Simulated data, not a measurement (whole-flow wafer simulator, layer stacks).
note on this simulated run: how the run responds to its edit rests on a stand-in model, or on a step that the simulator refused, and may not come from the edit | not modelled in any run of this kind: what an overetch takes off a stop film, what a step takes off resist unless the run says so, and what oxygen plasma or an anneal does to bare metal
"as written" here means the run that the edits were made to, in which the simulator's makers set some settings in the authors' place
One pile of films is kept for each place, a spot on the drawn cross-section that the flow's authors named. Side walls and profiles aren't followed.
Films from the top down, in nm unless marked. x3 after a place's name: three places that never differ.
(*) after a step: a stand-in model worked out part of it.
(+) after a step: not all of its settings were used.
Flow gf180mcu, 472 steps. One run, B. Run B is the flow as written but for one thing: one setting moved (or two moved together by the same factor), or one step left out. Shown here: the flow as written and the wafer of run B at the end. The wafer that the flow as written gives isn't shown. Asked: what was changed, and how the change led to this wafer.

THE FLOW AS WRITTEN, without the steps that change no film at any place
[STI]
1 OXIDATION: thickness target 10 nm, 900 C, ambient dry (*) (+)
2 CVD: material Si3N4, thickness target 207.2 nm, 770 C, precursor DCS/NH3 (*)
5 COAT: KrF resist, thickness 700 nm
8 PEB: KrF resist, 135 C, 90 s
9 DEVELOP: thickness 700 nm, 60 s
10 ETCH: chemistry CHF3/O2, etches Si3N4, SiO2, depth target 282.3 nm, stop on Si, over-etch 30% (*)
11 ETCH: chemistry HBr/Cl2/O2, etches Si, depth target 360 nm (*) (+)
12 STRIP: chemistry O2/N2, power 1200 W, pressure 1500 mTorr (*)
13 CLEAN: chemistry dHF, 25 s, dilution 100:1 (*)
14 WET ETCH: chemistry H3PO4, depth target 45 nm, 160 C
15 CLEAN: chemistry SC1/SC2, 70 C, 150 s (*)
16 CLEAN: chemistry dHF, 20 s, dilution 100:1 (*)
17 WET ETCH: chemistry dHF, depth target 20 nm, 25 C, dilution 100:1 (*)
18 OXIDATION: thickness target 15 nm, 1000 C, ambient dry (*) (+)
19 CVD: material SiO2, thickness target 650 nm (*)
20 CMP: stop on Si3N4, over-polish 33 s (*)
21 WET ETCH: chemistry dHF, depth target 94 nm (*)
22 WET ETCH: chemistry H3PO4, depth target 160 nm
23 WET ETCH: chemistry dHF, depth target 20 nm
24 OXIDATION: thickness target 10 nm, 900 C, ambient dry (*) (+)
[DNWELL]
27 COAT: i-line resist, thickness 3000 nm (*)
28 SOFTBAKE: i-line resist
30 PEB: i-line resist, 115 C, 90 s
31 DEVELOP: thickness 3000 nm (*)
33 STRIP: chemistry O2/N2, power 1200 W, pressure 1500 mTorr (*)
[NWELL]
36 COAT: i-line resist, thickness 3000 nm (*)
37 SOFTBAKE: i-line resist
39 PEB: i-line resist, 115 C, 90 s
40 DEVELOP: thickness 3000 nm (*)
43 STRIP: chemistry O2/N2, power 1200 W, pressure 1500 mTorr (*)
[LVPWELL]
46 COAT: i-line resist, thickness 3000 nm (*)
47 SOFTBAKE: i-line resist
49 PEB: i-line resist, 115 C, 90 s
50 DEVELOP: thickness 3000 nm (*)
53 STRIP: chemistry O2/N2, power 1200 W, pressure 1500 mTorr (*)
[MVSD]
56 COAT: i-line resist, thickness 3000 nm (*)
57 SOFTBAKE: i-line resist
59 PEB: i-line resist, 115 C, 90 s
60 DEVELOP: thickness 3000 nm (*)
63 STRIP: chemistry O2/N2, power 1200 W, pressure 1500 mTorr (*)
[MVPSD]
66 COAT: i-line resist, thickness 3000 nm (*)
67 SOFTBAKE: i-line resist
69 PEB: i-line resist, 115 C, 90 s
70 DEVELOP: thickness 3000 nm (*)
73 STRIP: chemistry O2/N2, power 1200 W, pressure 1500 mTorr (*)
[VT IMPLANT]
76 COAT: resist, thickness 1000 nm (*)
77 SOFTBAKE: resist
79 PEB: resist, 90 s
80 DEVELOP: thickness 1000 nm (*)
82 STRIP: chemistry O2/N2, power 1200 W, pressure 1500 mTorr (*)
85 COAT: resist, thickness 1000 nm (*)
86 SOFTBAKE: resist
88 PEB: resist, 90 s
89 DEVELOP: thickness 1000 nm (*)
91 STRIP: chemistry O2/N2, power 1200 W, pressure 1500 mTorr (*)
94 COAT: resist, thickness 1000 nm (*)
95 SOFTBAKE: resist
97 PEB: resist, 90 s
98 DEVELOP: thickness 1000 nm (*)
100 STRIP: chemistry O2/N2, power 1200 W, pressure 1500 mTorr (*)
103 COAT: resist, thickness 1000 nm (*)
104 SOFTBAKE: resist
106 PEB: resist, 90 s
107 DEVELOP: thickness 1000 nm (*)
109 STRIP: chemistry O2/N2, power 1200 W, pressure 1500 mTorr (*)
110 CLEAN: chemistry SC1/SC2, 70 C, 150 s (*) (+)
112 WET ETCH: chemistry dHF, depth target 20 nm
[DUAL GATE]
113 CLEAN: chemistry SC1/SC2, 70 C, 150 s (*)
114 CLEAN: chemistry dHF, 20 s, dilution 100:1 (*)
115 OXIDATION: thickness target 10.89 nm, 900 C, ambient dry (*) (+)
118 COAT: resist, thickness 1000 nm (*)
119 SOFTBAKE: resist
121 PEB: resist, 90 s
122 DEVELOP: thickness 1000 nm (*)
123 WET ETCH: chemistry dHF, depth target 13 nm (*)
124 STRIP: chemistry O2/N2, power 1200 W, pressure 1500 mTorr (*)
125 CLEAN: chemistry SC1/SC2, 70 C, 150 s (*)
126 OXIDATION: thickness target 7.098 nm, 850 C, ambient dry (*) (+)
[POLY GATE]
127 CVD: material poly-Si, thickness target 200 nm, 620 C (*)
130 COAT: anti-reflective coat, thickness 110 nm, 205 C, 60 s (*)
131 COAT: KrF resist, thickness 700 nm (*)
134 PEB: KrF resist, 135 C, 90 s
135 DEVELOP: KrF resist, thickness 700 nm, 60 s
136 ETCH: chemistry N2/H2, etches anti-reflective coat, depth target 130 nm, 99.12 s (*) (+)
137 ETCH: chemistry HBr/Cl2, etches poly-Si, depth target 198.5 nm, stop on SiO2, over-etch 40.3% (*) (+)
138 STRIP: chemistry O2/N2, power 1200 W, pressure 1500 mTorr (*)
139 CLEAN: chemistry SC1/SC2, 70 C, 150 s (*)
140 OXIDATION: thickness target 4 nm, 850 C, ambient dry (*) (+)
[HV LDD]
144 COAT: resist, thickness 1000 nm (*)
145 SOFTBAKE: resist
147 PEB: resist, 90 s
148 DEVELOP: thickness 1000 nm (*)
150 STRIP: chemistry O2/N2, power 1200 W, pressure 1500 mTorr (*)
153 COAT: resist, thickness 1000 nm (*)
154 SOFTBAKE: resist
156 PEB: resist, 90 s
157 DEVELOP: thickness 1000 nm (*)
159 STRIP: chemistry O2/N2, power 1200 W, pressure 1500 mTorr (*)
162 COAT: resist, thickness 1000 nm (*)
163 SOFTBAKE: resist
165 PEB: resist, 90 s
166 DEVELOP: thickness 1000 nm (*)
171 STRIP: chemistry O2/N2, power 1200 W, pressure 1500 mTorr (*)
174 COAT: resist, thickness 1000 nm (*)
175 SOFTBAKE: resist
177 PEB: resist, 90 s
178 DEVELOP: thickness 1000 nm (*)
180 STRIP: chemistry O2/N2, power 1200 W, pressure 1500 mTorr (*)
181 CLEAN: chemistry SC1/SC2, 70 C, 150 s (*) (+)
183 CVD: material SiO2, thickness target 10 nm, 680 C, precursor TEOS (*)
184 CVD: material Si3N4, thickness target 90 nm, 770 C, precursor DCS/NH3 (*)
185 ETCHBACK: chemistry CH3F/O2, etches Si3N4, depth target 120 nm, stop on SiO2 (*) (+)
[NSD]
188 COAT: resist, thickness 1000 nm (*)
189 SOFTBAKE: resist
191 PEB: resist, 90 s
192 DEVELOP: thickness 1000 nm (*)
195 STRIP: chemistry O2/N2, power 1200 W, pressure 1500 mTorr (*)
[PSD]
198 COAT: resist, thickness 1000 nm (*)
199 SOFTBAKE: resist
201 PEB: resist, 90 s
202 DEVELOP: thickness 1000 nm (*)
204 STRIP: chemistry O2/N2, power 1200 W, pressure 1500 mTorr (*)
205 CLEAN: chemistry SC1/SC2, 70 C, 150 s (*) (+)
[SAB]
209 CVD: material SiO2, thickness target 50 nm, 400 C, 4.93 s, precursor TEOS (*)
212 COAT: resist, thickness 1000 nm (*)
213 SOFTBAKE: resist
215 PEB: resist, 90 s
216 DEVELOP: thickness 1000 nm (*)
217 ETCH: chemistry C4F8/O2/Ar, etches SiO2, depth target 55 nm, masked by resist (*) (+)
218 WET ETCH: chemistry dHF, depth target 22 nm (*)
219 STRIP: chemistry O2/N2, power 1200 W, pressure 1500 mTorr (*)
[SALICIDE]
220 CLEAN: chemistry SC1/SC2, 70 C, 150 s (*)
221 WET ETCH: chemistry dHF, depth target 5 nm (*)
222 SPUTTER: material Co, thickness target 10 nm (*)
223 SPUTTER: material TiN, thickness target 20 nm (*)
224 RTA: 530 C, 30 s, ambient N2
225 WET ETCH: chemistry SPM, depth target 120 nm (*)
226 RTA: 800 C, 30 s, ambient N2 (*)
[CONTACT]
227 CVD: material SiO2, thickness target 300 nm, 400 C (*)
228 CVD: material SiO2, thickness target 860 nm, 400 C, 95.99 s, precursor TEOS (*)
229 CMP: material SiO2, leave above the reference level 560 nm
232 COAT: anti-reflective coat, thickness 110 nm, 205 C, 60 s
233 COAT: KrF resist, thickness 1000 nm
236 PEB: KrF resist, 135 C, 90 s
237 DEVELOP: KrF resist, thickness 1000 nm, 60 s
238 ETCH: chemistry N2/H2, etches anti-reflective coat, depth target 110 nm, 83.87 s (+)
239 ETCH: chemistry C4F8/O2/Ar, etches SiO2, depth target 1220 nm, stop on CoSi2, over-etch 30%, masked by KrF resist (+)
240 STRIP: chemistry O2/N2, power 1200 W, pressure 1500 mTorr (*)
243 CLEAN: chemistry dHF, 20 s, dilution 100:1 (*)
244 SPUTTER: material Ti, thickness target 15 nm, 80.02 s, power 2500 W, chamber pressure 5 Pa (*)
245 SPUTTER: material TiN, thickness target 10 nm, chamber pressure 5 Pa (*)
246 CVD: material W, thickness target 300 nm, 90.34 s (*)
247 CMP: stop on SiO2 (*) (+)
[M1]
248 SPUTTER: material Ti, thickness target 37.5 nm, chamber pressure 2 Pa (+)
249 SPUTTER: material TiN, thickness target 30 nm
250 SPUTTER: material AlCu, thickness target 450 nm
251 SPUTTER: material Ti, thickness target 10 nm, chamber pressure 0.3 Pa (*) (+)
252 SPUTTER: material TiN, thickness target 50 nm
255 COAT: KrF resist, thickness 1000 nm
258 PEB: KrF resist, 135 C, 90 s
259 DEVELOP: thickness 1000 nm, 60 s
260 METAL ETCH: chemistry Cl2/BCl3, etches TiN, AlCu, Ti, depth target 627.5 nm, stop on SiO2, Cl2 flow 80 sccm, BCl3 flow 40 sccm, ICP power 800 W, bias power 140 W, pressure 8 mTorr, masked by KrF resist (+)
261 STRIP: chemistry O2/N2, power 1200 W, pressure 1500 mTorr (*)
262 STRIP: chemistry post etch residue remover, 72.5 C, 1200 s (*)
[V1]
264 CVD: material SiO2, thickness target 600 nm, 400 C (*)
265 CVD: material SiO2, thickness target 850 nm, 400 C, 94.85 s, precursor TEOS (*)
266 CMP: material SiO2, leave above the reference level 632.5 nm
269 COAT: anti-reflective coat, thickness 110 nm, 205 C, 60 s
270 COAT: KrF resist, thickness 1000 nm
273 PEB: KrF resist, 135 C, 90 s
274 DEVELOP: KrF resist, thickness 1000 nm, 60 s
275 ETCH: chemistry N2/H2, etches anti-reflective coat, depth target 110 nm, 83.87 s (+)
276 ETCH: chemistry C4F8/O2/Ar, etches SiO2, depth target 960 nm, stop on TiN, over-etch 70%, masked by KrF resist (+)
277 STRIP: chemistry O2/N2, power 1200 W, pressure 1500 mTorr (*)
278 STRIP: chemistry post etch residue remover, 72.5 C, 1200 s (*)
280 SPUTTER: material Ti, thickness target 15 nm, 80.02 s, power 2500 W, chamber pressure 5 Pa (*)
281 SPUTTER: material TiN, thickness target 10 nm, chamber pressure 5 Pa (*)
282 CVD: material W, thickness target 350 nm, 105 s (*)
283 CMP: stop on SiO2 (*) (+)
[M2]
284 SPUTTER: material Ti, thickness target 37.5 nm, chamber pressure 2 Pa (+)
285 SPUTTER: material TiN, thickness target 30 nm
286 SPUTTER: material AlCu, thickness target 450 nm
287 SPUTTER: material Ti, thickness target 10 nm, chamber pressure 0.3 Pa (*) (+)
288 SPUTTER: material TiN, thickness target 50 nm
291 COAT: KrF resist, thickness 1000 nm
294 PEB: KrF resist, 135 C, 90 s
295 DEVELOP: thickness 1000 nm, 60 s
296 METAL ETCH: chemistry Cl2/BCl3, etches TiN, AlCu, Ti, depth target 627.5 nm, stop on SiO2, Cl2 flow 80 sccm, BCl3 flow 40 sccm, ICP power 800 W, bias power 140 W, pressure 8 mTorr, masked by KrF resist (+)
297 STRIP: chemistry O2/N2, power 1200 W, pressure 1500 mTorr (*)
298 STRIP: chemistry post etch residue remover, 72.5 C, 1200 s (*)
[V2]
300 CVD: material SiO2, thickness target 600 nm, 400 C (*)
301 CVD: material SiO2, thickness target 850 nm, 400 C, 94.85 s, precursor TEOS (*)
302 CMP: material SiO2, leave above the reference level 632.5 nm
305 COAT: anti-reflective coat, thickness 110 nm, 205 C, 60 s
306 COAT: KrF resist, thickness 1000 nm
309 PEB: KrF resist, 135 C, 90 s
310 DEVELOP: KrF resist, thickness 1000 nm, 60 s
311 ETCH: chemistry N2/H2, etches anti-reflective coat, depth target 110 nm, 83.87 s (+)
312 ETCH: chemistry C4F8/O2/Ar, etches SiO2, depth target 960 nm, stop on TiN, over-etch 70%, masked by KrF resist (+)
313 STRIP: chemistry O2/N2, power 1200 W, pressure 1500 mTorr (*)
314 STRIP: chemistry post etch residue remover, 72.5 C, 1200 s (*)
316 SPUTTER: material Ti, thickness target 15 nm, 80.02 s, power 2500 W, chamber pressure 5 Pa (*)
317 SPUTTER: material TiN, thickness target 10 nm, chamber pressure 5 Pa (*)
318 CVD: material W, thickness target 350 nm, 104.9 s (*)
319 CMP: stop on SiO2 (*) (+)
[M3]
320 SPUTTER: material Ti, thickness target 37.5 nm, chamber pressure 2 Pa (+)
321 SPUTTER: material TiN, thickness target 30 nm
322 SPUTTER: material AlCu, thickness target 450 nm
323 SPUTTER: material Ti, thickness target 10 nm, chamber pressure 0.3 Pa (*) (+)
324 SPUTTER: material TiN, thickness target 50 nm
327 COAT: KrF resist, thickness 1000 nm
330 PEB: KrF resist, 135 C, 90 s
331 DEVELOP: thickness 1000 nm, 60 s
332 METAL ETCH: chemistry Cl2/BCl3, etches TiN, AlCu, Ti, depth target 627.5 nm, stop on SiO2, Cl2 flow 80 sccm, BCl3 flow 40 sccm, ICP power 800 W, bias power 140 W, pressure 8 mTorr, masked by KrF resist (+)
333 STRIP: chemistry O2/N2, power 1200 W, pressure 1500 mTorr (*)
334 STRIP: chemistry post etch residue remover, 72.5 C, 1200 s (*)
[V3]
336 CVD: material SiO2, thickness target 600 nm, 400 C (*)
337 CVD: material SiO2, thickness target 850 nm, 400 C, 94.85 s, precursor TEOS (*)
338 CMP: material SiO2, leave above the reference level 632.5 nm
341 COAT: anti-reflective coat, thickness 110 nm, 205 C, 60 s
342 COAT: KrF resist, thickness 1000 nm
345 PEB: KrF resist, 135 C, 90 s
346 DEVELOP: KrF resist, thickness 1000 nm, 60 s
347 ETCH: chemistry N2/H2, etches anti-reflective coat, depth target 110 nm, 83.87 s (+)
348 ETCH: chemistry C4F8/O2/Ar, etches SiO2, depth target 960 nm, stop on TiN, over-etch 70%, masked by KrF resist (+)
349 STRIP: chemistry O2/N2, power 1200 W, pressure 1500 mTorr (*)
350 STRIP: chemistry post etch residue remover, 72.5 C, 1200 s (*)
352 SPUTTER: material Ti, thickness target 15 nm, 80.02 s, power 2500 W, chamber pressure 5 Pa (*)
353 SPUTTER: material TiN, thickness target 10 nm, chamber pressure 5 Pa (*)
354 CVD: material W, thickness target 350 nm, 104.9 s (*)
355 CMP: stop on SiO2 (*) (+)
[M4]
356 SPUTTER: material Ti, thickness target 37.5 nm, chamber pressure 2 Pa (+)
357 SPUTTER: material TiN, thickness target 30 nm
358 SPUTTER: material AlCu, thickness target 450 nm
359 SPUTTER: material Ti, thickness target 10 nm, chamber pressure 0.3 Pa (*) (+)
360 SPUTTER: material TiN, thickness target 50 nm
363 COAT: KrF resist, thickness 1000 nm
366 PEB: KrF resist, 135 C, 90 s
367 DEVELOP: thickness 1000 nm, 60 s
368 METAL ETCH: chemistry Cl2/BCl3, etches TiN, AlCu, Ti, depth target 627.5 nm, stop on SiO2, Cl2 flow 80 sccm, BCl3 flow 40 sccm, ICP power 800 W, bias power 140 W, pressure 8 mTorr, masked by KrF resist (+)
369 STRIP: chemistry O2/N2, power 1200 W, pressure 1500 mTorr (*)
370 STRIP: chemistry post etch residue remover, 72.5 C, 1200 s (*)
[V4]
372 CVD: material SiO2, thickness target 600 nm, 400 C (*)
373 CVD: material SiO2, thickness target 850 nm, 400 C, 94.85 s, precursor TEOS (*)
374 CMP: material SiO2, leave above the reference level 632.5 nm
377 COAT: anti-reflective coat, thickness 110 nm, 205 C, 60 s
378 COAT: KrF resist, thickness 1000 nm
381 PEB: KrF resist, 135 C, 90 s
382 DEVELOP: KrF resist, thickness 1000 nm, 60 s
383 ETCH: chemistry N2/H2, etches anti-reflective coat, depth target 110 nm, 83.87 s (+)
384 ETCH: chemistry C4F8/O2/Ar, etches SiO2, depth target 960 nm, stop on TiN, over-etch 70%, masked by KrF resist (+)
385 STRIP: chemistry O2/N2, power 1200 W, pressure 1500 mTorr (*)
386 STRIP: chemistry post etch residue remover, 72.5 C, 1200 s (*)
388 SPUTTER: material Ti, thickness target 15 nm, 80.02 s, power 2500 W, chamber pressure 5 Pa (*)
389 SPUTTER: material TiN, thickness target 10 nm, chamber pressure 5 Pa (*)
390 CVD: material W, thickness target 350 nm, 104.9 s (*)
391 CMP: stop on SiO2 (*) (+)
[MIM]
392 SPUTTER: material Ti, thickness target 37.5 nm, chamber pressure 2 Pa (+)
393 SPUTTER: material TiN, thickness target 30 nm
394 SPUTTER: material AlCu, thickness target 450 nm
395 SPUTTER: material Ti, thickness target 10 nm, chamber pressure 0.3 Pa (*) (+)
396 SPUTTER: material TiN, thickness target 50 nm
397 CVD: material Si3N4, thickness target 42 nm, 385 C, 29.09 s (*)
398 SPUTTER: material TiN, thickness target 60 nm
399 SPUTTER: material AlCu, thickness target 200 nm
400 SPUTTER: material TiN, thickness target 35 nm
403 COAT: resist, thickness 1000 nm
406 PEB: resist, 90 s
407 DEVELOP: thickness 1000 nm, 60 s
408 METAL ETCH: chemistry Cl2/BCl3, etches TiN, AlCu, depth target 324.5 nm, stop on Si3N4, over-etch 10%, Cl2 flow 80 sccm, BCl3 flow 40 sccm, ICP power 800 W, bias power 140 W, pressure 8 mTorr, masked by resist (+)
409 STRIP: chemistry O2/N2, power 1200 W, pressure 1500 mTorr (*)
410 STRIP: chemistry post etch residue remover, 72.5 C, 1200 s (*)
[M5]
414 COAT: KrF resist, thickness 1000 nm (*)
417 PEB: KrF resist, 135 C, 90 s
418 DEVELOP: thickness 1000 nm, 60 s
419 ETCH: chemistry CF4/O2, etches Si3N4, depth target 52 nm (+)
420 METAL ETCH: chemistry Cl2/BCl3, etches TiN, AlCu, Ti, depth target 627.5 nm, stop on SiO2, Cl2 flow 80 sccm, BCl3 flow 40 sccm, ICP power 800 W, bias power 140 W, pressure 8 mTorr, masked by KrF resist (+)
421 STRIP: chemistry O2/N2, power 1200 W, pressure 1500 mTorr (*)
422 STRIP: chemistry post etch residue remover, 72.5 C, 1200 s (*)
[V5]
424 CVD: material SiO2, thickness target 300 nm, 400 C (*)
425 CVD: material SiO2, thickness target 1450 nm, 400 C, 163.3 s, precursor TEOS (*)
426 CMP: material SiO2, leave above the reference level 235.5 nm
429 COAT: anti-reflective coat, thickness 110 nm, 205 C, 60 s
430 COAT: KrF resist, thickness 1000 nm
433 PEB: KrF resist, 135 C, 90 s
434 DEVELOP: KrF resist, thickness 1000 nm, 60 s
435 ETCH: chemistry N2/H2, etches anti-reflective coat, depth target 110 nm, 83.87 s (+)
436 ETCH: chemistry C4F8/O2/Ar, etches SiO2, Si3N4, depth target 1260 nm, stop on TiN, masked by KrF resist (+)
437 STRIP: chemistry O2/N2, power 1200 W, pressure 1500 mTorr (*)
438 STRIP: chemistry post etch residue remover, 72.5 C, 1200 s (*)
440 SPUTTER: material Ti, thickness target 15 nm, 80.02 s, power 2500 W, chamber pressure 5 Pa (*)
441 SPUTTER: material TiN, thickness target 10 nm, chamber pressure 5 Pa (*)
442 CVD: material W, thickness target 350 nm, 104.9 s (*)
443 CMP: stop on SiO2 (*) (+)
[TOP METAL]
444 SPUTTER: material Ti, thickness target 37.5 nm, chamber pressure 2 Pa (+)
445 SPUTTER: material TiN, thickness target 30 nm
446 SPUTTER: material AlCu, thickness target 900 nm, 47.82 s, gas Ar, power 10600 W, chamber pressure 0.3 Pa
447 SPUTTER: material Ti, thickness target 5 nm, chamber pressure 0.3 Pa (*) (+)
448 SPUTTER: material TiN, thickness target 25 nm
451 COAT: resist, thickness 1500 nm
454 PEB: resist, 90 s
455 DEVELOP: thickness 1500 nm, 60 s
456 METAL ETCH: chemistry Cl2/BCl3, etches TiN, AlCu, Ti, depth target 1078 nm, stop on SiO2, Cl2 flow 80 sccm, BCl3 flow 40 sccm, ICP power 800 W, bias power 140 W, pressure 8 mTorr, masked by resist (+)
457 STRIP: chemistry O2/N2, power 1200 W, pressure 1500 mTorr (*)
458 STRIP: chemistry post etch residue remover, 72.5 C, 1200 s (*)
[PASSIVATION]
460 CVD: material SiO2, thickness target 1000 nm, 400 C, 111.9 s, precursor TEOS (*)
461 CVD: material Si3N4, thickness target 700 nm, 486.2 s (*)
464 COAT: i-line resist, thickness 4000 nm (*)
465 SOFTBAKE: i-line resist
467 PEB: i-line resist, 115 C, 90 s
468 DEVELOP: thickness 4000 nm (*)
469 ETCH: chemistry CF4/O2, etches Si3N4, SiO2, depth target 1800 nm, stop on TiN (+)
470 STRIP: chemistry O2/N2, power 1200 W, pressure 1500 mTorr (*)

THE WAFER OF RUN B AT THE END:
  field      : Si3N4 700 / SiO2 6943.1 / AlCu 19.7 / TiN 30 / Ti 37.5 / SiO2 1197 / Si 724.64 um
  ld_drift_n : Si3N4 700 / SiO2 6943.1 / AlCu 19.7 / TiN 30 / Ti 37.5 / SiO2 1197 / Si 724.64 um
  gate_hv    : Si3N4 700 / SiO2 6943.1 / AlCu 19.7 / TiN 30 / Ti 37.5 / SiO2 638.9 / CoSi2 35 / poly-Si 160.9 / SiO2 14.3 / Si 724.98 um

The cause: step 260, METAL ETCH: depth target 484.6 nm was run, where the flow has depth target 627.5 nm.

How the change led to this, step by step:
  260 METAL ETCH: chemistry Cl2/BCl3, etches TiN, AlCu, Ti, depth target 627.5 nm, stop on SiO2, Cl2 flow 80 sccm, BCl3 flow 40 sccm, ICP power 800 W, bias power 140 W, pressure 8 mTorr, masked by KrF resist (+)
      field, field__w1, field__w2 and 99 more: TiN -50 (all of it), Ti -10 (all of it), AlCu -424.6 (as written it would be: TiN -50 (all of it), Ti -10 (all of it), AlCu -450 (all of it), TiN -30 (all of it), Ti -37.5 (all of it))
      field__w8, contact, m1 and 6 more: KrF resist -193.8 (as written it would be: KrF resist -251)
  261 STRIP: chemistry O2/N2, power 1200 W, pressure 1500 mTorr (*)
      field__w8, contact, m1 and 6 more: KrF resist -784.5 (all of it) (as written it would be: KrF resist -727.4 (all of it))
  262 STRIP: chemistry post etch residue remover, 72.5 C, 1200 s (*)
      field, field__w1, field__w2 and 99 more: AlCu -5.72 (as written it would be: nothing)
  264 CVD: material SiO2, thickness target 600 nm, 400 C (*)
      field, field__w1, field__w2 and 99 more: SiO2 +600 (new film) (as written it would be: SiO2 +600)
  266 CMP: material SiO2, leave above the reference level 632.5 nm
      field, field__w1, field__w2 and 99 more: SiO2 -387.2 (as written it would be: SiO2 -300)
Counting metal films that touch as one body, field has 1 body; the flow as written gives 0 bodies.
Counting metal films that touch as one body, ld_drift_n has 1 body; the flow as written gives 0 bodies.
Counting metal films that touch as one body, gate_hv has 2 bodies (between them, from the top down: SiO2 638.9); the flow as written gives 1 body.
